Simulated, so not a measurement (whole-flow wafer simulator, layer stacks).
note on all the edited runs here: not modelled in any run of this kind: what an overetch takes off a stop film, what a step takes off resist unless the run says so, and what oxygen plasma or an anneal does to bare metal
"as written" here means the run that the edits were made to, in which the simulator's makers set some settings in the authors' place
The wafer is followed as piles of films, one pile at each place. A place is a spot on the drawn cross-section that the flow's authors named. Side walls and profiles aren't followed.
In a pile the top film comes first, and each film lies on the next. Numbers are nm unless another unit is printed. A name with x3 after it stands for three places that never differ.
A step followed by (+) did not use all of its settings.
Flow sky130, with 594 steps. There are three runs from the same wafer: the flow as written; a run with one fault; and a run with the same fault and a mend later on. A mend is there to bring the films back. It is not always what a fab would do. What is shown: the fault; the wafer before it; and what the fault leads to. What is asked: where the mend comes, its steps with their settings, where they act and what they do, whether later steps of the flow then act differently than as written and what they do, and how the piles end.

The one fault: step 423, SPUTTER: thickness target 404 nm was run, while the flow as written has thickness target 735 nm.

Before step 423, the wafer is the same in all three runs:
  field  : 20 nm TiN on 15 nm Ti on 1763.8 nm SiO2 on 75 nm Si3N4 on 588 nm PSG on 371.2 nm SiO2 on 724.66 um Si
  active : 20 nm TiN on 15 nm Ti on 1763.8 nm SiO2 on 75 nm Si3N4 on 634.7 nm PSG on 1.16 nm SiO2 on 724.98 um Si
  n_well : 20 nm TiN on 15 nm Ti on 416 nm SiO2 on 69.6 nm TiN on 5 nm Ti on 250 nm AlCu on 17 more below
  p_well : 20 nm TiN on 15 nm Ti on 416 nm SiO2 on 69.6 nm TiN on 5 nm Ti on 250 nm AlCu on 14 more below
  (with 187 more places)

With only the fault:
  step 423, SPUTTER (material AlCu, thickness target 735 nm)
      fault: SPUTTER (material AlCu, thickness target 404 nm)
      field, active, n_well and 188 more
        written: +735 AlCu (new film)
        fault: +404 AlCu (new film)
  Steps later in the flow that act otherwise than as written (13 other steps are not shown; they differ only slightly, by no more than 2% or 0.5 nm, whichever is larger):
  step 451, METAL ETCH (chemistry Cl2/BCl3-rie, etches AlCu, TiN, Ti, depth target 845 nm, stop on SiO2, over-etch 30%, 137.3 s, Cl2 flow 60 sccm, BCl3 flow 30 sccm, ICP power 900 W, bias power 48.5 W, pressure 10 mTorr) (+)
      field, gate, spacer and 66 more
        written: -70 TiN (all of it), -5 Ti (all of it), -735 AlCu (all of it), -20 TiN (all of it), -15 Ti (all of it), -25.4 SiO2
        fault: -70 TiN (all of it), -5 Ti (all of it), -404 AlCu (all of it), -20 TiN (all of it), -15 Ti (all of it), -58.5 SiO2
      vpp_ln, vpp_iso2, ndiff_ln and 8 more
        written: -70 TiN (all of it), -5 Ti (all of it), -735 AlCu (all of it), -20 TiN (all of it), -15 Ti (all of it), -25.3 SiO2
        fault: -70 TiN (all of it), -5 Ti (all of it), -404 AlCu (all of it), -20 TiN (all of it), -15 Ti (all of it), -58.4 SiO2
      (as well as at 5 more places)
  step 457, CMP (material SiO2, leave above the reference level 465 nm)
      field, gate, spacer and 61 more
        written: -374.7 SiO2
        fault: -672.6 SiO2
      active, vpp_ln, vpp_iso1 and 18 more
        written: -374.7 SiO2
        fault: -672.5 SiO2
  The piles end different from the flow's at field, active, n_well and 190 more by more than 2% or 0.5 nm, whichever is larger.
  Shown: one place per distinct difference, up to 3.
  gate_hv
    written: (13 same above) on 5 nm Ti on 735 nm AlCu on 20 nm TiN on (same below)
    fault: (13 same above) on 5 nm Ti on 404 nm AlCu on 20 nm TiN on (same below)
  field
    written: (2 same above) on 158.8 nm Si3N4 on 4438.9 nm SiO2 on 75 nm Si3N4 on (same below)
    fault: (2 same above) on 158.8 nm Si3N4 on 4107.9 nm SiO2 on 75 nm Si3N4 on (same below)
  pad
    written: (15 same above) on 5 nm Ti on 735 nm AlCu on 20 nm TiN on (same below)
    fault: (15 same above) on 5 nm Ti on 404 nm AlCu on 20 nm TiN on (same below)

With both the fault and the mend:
  The mend stands after step 423.
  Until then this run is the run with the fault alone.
  step 423a, SPUTTER (material AlCu, thickness target 331 nm) (a further turn of the flow's step 423, with different settings)
      field, active, n_well and 188 more
        +331 AlCu
  None of the later steps of the flow acts differently than as written at any place that is followed.
  By the end, the piles equal the flow's at every place that both follow.
